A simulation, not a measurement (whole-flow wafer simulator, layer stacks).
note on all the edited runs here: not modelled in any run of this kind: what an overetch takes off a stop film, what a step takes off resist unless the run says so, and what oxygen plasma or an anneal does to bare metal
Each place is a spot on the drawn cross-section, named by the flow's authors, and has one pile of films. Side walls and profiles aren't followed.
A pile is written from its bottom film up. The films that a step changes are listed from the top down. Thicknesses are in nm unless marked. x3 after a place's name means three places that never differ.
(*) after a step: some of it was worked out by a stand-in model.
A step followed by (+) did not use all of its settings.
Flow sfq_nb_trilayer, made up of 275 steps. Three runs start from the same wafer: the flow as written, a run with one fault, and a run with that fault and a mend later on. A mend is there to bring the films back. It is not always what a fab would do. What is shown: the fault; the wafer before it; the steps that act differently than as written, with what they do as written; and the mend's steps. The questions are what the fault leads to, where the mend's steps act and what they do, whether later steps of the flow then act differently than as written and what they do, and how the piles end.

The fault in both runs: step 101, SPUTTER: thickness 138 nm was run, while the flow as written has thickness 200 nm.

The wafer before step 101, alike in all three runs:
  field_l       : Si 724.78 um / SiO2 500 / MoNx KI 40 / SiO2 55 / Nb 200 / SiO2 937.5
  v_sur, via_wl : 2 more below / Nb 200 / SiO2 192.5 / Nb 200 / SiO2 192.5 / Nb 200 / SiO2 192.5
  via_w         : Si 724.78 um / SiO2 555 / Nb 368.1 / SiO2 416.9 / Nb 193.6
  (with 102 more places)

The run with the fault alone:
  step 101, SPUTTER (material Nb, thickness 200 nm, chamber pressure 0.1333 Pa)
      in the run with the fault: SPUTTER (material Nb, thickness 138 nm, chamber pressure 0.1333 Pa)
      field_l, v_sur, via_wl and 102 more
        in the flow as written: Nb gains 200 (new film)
        in the run with the fault: Nb gains 138 (new film)
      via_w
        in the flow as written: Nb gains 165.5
        in the run with the fault: Nb gains 113.9
  Steps further on in the flow that do not act as written (4 other steps are not shown; they differ only slightly, by no more than 2% or 0.5 nm, whichever is larger):
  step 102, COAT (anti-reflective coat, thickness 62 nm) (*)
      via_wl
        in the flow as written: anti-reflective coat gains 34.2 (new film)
        in the run with the fault: anti-reflective coat gains 32.6 (new film)
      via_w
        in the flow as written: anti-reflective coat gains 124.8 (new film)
        in the run with the fault: anti-reflective coat gains 121.6 (new film)
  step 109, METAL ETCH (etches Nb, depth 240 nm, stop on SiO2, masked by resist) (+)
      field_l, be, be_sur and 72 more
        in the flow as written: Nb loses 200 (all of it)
        in the run with the fault: Nb loses 138 (all of it)
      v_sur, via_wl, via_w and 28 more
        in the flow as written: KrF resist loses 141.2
        in the run with the fault: KrF resist loses 121.8
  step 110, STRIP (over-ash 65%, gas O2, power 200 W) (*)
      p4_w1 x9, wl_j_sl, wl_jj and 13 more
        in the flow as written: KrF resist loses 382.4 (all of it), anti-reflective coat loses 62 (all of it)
        in the run with the fault: KrF resist loses 401.8 (all of it), anti-reflective coat loses 62 (all of it)
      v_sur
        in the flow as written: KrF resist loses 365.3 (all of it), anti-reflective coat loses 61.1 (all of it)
        in the run with the fault: KrF resist loses 385.4 (all of it), anti-reflective coat loses 60.8 (all of it)
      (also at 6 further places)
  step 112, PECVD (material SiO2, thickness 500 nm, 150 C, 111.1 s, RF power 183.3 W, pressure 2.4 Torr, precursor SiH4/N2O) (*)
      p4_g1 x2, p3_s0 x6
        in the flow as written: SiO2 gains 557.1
        in the run with the fault: SiO2 gains 500
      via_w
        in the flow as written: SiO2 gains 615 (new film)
        in the run with the fault: SiO2 gains 598.4 (new film)
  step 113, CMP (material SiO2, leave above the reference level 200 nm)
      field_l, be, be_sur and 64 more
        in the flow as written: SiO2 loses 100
        in the run with the fault: SiO2 loses 162
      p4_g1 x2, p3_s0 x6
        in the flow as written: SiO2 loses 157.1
        in the run with the fault: SiO2 loses 162
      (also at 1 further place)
  By the end, the piles at field_l, v_sur, via_wl and 102 more depart from the flow's by more than 2% or 0.5 nm, whichever is larger.
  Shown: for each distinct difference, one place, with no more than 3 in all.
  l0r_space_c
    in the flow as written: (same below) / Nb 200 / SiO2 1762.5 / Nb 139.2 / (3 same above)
    in the run with the fault: (same below) / Nb 200 / SiO2 1700.5 / Nb 139.2 / (3 same above)
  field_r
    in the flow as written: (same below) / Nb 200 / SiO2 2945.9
    in the run with the fault: (same below) / Nb 200 / SiO2 2883.9
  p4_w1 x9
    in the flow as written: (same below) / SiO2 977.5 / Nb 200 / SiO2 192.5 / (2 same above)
    in the run with the fault: (same below) / SiO2 977.5 / Nb 138 / SiO2 192.5 / (2 same above)

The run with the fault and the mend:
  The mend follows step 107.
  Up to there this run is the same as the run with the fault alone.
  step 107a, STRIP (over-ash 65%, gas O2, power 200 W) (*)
      p4_fl x3, p4_g1 x2, p3_s0 x6 and 42 more
        anti-reflective coat loses 62 (all of it)
      p4_w1 x9, wl_j_sl, wl_jj and 13 more
        KrF resist loses 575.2 (all of it), anti-reflective coat loses 62 (all of it)
      r_sur, res, r_end and 9 more
        anti-reflective coat loses 61.8 (all of it)
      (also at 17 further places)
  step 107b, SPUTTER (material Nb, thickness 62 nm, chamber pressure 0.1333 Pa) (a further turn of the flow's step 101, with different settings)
      field_l, v_sur, via_wl and 102 more
        Nb gains 62
      via_w
        Nb gains 48.7
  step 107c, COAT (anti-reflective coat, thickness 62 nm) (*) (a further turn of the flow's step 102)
      p4_fl x3, p4_w1 x9, p4_g1 x2 and 63 more
        anti-reflective coat gains 62 (new film)
      res, r_end, moat and 8 more
        anti-reflective coat gains 61.8 (new film)
      jj_sur, ce_l, c5j, ce_r, sp_r, be_r, r_sur
        anti-reflective coat gains 61.7 (new film)
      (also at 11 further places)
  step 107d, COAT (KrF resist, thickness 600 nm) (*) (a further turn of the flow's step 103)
      p4_fl x3, p4_w1 x9, p4_g1 x2 and 63 more
        KrF resist gains 600 (new film)
      r_end, moat, field_r, lsp_l, lsp_r, l0_sur
        KrF resist gains 599.4 (new film)
      be_r, r_sur, res, l0v
        KrF resist gains 599.3 (new film)
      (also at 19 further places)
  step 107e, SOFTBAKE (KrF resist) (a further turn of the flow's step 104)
      alters no film at any place that is followed
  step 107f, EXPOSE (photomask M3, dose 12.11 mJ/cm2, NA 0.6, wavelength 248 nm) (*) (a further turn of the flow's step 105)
      alters no film at any place that is followed
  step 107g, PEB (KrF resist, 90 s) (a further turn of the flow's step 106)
      wire, be, be_sur and 96 more
        KrF resist loses 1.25
      field_l, via_v
        KrF resist loses 1.24
      via_wl, via_wr
        KrF resist loses 1.26
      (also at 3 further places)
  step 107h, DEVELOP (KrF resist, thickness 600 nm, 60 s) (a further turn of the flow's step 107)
      p4_fl x3, p4_g1 x2, p3_s0 x6 and 42 more
        KrF resist loses 598.7 (all of it)
      v_sur, via_wl, via_w and 28 more
        KrF resist loses 23.5
      field_r, lsp_l, ln_m5, lsp_m, ln_m6, lsp_r, l0_sur
        KrF resist loses 598.2 (all of it)
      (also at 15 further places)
  Every later step of the flow that is run acts as written, at every place that is followed, to within 2% or 0.5 nm, whichever is larger.
  At the end the piles are close to the flow's at the places that both follow, differing by at most 2% or 0.5 nm, whichever is larger.
